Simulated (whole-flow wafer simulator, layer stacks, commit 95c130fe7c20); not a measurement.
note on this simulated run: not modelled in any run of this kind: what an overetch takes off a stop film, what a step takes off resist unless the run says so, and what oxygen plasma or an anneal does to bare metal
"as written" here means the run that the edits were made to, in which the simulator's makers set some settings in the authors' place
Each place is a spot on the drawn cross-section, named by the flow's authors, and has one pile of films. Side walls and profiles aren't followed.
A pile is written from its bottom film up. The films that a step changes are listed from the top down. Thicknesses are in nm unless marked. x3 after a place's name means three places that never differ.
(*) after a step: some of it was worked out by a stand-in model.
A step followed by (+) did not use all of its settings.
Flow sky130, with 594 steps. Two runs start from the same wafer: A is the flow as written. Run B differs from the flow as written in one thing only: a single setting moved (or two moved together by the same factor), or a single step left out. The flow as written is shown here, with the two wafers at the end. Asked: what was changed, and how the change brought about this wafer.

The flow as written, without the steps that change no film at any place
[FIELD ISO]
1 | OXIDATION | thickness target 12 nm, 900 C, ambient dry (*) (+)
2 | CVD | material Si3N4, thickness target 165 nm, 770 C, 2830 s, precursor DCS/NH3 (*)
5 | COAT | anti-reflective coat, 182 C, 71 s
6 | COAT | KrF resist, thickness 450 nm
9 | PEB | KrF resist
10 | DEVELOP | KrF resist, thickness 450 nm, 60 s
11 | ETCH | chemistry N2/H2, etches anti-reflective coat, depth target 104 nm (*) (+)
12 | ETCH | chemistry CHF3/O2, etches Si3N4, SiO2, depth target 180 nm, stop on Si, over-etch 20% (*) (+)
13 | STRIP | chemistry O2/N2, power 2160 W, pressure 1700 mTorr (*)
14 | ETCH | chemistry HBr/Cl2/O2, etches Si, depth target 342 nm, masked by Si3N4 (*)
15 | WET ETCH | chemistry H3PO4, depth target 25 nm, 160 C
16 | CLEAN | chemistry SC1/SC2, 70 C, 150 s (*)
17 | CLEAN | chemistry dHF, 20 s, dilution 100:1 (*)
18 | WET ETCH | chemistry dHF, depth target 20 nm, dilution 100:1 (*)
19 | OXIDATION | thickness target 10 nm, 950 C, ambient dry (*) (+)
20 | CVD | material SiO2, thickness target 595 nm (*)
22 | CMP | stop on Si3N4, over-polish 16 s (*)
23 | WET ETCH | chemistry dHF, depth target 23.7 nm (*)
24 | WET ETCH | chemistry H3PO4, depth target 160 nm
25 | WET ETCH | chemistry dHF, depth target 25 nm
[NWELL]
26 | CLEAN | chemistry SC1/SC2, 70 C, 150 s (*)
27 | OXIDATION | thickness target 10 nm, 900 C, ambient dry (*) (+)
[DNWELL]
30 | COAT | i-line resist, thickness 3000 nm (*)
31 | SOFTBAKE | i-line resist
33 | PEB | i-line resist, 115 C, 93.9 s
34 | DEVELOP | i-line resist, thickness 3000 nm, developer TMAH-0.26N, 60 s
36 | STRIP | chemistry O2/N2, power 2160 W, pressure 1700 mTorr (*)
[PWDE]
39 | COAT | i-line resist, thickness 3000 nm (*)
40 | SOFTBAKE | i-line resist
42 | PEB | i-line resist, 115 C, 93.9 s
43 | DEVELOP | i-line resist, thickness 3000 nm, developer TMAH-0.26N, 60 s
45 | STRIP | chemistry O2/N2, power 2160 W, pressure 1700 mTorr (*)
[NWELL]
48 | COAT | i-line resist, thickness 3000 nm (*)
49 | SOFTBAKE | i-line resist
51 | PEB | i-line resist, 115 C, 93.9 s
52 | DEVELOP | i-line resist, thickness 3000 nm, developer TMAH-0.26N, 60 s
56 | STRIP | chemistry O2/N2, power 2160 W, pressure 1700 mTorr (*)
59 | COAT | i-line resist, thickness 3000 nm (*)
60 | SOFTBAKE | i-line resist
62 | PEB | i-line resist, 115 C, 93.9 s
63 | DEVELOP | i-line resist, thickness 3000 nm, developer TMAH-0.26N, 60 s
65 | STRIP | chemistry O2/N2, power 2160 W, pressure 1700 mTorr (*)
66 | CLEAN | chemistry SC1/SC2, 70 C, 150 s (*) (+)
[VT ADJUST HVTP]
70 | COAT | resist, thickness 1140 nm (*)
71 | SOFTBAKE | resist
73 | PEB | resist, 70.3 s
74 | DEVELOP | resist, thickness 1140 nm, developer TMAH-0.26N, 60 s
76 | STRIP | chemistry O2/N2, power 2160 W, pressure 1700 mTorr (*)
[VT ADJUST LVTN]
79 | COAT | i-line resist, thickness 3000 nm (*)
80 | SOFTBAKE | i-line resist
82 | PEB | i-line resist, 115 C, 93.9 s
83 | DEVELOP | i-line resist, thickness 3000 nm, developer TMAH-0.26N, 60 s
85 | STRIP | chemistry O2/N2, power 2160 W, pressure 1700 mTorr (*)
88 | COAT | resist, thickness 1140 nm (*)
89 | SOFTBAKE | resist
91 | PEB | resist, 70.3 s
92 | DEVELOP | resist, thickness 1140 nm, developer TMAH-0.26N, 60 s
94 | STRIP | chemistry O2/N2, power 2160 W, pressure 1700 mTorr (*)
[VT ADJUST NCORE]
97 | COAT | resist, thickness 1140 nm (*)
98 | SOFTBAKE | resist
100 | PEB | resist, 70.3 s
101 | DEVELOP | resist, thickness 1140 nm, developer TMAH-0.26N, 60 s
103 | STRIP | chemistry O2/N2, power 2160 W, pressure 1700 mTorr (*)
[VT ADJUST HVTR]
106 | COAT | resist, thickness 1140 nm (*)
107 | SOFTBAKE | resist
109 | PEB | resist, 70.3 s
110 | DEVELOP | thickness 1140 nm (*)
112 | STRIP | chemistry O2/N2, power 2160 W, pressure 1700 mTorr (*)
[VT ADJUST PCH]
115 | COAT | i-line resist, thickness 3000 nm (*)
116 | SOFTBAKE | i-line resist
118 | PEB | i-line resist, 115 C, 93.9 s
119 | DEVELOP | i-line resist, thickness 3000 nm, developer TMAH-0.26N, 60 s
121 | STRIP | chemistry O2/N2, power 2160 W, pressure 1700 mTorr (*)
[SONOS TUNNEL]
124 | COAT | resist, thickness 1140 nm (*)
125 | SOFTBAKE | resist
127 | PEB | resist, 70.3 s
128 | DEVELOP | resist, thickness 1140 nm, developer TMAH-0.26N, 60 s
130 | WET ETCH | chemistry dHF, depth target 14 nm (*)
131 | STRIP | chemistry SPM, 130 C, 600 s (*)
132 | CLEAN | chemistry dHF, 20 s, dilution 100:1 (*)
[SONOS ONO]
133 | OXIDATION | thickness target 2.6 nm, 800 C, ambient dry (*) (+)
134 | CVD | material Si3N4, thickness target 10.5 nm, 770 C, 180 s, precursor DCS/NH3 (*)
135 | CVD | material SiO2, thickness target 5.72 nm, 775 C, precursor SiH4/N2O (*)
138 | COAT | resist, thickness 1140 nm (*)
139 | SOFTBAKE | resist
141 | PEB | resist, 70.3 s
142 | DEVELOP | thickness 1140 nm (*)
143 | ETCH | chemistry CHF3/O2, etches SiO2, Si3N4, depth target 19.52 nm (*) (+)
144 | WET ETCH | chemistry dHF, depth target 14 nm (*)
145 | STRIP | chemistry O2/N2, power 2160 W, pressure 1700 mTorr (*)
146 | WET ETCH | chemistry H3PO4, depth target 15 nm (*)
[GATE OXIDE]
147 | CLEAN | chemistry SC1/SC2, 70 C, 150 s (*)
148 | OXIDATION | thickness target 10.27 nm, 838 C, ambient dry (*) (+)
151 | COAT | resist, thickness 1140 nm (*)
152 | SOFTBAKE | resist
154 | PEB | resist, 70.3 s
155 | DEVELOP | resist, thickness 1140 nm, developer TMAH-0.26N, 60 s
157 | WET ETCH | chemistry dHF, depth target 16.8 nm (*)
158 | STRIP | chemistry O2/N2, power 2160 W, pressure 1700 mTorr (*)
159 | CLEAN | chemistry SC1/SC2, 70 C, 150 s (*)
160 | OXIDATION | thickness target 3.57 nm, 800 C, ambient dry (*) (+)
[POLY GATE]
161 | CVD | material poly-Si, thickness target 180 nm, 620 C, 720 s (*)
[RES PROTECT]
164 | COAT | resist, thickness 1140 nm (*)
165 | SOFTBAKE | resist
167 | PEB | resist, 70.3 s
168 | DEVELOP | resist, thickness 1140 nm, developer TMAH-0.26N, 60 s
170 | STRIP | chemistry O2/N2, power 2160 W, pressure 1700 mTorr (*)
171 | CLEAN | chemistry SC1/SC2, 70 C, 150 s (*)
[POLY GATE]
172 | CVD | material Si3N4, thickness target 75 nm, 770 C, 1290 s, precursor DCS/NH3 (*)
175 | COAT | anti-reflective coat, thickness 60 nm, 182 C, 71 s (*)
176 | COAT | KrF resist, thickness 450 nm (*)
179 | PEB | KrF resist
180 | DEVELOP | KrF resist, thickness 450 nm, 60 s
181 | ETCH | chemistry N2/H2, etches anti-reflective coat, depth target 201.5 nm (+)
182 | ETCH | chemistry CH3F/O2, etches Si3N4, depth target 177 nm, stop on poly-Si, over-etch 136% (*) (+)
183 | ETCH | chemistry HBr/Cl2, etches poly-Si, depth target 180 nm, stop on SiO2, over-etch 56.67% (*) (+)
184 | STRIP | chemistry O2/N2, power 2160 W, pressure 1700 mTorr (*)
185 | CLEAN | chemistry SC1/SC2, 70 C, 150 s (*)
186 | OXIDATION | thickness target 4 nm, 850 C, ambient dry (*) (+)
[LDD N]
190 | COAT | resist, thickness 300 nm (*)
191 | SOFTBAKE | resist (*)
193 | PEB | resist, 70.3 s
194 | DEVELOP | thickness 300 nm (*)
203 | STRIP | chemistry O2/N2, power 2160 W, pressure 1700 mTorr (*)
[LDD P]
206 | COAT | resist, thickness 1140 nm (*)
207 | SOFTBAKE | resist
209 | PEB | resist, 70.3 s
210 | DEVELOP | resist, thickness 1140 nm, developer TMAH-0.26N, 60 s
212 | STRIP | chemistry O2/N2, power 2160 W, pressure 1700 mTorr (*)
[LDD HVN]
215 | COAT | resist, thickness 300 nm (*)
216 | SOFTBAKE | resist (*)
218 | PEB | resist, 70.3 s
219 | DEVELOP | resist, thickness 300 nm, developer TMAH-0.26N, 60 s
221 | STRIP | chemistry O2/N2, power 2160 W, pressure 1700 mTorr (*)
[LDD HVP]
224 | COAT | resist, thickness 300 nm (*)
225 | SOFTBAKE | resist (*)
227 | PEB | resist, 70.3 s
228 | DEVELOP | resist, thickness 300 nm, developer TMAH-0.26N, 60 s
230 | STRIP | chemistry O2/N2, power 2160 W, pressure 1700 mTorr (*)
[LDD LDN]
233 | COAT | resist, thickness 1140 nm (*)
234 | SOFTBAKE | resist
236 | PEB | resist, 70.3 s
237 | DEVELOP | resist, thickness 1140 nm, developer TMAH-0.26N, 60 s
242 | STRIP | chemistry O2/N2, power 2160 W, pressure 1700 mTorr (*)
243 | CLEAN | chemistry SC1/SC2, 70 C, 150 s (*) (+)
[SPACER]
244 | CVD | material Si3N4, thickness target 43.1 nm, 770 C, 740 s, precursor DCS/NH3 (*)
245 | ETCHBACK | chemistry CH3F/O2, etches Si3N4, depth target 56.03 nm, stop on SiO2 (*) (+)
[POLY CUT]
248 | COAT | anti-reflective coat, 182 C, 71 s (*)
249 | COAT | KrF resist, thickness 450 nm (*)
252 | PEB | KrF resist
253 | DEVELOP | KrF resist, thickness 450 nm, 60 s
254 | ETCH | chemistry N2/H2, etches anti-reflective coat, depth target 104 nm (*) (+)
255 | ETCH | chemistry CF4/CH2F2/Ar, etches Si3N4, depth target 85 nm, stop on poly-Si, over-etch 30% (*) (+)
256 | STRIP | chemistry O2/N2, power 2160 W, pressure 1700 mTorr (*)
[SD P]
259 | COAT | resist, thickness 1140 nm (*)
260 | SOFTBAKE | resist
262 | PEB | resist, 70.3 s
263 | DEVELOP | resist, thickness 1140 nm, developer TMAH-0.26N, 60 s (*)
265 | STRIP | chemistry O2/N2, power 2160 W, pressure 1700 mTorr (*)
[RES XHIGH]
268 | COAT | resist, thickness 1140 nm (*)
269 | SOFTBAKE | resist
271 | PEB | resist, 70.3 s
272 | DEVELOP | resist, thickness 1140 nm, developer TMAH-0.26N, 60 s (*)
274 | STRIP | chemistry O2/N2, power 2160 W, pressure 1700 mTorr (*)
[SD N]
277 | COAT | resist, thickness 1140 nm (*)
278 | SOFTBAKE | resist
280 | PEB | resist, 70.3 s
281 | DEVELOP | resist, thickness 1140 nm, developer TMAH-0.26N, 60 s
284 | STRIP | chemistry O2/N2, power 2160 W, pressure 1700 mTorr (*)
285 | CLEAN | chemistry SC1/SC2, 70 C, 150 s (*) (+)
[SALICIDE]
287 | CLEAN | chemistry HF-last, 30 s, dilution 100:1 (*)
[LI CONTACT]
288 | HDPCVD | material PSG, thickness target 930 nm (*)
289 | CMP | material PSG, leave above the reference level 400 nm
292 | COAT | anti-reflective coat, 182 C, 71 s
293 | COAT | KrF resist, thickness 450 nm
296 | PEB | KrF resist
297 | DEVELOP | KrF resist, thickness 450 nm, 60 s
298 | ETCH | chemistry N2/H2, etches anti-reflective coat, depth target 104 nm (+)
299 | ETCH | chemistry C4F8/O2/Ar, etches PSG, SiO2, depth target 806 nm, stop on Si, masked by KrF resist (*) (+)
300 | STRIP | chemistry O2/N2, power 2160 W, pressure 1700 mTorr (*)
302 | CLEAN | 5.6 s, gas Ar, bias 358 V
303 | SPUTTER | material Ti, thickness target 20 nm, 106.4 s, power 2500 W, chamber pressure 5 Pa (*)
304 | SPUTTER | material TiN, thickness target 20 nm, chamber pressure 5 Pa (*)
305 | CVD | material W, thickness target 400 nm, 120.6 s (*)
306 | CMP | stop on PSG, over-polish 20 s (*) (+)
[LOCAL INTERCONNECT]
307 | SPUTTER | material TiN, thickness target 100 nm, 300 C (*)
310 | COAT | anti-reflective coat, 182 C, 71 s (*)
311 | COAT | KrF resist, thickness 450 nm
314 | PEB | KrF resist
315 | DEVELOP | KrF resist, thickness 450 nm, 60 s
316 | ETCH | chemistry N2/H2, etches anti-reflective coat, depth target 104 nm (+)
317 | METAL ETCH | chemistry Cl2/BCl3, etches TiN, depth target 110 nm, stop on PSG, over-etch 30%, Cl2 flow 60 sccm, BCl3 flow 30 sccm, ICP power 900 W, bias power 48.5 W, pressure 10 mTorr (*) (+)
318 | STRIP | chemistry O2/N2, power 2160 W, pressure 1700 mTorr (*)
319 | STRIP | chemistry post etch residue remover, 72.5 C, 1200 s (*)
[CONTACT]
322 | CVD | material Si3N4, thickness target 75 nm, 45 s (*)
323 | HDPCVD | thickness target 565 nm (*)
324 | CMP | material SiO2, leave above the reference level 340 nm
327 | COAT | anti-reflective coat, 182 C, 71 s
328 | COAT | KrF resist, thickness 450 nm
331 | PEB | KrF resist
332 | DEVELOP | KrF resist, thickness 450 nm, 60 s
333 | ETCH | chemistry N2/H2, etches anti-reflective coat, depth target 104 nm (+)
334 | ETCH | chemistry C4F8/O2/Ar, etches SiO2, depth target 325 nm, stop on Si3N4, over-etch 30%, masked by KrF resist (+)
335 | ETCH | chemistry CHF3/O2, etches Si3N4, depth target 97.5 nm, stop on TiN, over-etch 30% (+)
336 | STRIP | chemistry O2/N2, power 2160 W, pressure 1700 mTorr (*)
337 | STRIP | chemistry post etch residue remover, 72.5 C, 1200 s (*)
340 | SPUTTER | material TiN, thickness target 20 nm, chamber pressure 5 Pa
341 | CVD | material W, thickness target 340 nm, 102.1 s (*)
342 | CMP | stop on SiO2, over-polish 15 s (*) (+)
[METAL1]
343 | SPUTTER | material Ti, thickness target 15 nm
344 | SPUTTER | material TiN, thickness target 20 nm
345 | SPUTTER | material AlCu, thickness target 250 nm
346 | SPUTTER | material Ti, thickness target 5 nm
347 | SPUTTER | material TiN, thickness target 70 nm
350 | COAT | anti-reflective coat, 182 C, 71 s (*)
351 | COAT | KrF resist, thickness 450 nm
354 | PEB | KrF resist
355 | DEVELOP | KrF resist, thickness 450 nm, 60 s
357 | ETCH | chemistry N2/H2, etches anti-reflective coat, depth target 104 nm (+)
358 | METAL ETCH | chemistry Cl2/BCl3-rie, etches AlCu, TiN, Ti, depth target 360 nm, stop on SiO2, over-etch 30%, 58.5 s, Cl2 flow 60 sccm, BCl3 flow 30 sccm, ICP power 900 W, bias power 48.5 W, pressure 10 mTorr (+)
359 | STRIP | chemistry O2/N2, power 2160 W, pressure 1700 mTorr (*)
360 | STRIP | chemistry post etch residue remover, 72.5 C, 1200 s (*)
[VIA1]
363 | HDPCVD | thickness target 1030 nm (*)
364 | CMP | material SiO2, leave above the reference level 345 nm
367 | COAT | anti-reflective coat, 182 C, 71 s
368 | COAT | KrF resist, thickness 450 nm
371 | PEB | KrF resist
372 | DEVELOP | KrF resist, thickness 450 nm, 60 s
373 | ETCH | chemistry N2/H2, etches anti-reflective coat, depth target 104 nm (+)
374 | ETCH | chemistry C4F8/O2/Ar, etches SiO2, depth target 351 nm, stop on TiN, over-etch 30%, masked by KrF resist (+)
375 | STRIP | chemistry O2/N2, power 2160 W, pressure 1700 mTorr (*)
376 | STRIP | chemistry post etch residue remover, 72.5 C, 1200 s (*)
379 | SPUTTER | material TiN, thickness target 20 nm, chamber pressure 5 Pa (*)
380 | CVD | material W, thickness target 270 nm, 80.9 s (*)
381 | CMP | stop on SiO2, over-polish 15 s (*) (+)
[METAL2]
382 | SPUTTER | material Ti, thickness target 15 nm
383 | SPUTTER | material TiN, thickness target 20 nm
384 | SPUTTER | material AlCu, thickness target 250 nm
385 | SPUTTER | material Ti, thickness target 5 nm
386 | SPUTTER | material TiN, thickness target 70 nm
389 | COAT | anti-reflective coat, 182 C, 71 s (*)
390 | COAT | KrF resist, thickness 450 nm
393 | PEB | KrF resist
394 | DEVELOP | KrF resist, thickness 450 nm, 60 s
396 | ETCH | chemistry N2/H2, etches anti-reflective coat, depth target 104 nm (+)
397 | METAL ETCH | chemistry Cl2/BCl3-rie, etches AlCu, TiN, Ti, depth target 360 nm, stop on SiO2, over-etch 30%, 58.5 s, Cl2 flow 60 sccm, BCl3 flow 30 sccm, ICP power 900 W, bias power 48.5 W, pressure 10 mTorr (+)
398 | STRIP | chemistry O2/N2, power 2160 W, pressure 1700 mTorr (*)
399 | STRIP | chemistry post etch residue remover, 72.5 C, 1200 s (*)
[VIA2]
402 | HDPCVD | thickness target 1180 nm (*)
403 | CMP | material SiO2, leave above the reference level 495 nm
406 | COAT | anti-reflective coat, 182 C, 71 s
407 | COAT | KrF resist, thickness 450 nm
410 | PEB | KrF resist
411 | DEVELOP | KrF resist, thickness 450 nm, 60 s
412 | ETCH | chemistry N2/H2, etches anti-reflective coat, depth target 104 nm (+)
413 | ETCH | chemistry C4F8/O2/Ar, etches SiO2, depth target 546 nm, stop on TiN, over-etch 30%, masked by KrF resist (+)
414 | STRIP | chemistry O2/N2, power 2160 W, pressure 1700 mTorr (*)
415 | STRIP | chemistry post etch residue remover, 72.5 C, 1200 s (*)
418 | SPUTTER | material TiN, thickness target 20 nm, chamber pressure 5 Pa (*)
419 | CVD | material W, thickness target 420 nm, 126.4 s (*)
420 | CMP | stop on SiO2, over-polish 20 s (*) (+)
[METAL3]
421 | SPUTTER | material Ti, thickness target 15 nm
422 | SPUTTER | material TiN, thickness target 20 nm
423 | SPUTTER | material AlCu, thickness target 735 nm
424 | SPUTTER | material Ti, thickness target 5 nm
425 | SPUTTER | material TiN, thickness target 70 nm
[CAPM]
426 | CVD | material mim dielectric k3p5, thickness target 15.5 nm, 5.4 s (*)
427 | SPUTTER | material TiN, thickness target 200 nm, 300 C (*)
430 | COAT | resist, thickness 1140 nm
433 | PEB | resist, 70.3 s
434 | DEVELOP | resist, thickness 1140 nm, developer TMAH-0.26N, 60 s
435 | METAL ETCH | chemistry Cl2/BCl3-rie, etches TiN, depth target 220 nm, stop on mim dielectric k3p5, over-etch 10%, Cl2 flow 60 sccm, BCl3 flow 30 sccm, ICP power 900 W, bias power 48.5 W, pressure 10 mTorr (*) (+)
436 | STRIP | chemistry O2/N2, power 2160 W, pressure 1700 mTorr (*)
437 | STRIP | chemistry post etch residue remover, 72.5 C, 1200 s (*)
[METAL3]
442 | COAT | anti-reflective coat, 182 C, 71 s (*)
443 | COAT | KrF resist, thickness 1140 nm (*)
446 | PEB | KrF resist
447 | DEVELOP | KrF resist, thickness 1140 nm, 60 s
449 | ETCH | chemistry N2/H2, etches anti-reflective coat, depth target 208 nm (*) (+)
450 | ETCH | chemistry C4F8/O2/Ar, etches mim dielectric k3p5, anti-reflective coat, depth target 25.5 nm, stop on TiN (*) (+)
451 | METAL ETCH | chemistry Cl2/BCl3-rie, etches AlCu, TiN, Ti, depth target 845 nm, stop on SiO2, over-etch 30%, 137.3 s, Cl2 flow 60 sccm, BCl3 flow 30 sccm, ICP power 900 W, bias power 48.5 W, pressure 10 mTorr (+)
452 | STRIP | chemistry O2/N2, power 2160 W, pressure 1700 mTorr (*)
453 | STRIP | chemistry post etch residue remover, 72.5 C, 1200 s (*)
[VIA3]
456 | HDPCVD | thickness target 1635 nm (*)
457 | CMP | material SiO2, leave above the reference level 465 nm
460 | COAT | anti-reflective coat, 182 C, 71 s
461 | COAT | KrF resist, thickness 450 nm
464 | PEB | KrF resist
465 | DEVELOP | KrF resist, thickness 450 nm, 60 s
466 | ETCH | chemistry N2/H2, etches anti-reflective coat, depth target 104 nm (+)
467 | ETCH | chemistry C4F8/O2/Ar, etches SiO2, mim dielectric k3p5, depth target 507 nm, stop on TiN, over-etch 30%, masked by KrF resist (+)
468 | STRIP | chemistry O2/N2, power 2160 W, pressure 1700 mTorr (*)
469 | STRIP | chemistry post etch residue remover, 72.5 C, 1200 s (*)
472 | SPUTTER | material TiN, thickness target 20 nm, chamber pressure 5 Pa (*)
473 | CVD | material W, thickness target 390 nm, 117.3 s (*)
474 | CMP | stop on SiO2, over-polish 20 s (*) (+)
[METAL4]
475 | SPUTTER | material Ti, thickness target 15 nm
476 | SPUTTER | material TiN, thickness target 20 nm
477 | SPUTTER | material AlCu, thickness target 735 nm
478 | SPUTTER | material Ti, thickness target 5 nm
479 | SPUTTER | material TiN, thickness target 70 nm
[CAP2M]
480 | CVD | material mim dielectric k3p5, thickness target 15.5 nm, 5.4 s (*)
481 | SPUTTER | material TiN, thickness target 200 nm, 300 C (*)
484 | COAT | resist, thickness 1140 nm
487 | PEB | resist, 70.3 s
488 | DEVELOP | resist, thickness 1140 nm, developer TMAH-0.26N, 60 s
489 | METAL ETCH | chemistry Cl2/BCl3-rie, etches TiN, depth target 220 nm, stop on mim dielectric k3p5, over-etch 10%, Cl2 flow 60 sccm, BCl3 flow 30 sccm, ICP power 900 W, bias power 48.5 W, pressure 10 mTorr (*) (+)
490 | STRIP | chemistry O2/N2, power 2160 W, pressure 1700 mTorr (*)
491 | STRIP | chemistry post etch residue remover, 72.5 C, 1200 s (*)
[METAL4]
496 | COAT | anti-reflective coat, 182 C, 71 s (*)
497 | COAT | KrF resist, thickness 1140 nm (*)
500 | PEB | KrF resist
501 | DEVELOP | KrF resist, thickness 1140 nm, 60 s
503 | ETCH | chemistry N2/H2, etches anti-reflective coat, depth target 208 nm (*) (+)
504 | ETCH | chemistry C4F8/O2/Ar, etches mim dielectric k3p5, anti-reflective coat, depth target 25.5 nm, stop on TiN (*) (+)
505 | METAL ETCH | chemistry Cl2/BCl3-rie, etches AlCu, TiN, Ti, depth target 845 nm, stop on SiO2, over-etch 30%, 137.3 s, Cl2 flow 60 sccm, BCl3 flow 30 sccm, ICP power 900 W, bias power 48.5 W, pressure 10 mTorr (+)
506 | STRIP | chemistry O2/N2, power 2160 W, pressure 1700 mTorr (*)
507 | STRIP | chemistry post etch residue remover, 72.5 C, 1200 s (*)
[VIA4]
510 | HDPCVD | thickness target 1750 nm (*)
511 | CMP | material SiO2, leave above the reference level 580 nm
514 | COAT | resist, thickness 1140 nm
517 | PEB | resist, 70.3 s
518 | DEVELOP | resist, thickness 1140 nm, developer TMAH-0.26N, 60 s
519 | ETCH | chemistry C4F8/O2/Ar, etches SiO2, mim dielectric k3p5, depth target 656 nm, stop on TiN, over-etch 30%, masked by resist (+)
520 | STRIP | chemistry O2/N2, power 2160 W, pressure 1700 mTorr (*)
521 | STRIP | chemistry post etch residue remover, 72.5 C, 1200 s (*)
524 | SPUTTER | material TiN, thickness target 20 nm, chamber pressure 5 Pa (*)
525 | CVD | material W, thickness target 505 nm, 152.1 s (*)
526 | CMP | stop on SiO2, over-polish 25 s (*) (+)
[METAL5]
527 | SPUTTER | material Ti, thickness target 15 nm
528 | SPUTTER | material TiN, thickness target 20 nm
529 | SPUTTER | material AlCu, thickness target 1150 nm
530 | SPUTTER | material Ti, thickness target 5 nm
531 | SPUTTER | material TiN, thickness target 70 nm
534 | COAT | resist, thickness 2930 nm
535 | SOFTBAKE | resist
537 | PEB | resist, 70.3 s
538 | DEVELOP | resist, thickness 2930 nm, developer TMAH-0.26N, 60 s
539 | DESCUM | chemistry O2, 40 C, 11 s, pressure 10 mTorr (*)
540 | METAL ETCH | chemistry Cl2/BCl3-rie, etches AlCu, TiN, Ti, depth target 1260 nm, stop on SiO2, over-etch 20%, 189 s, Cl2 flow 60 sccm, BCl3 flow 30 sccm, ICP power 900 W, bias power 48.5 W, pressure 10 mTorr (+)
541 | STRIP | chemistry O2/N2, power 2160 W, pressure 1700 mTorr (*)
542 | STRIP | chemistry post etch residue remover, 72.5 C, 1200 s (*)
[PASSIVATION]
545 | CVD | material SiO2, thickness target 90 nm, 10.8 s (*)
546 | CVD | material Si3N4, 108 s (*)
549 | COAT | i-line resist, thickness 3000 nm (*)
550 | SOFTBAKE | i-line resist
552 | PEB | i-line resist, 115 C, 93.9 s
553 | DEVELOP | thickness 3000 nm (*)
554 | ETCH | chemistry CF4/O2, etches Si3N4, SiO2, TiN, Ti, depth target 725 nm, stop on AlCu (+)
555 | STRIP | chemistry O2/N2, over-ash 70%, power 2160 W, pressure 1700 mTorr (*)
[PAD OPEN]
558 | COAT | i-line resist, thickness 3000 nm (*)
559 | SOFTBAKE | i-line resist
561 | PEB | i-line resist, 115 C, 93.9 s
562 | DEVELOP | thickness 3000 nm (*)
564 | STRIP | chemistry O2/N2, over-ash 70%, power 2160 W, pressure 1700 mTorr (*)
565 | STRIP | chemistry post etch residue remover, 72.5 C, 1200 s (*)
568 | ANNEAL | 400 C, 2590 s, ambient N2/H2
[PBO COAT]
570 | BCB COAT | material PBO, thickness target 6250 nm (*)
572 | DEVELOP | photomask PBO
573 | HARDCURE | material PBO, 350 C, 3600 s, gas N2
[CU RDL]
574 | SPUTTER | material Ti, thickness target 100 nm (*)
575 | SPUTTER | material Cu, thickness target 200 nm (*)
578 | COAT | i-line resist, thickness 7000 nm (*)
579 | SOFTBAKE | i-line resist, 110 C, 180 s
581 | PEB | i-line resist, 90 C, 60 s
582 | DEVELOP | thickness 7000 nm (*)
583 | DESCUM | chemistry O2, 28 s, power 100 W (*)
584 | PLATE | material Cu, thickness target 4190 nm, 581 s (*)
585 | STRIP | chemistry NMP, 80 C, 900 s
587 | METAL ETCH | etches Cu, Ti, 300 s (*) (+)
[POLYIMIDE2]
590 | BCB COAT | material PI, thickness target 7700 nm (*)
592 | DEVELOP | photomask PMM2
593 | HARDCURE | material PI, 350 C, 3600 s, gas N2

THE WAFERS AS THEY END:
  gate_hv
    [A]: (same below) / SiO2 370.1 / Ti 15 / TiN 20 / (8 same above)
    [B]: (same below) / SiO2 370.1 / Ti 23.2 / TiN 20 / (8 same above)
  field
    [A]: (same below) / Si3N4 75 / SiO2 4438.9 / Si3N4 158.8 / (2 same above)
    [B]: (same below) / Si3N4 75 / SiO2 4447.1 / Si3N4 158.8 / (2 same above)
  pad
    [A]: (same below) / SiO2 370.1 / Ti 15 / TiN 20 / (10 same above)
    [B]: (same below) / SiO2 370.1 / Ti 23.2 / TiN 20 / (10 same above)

What caused this: step 475, SPUTTER: thickness target 23.2 nm was run, while the flow as written has thickness target 15 nm.
The wafer lets one read it off: gate_hv has Ti 23.2, and step 475 as written asks for 15 nm.

The path from the change to this, step by step:
  475 | SPUTTER | material Ti, thickness target 15 nm
      field, active, n_well and 189 more: A +15 Ti (new film) | B +23.2 Ti (new film)
  505 | METAL ETCH | chemistry Cl2/BCl3-rie, etches AlCu, TiN, Ti, depth target 845 nm, stop on SiO2, over-etch 30%, 137.3 s, Cl2 flow 60 sccm, BCl3 flow 30 sccm, ICP power 900 W, bias power 48.5 W, pressure 10 mTorr (+)
      field, gate, spacer and 68 more: A -70 TiN (all of it), -5 Ti (all of it), -735 AlCu (all of it), -20 TiN (all of it), -15 Ti (all of it), -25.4 SiO2 | B -70 TiN (all of it), -5 Ti (all of it), -735 AlCu (all of it), -20 TiN (all of it), -23.2 Ti (all of it), -24.5 SiO2
      active, vpp_iso1, mim_edge_plate and 14 more: A -70 TiN (all of it), -5 Ti (all of it), -735 AlCu (all of it), -20 TiN (all of it), -15 Ti (all of it), -25.3 SiO2 | B -70 TiN (all of it), -5 Ti (all of it), -735 AlCu (all of it), -20 TiN (all of it), -23.2 Ti (all of it), -24.5 SiO2
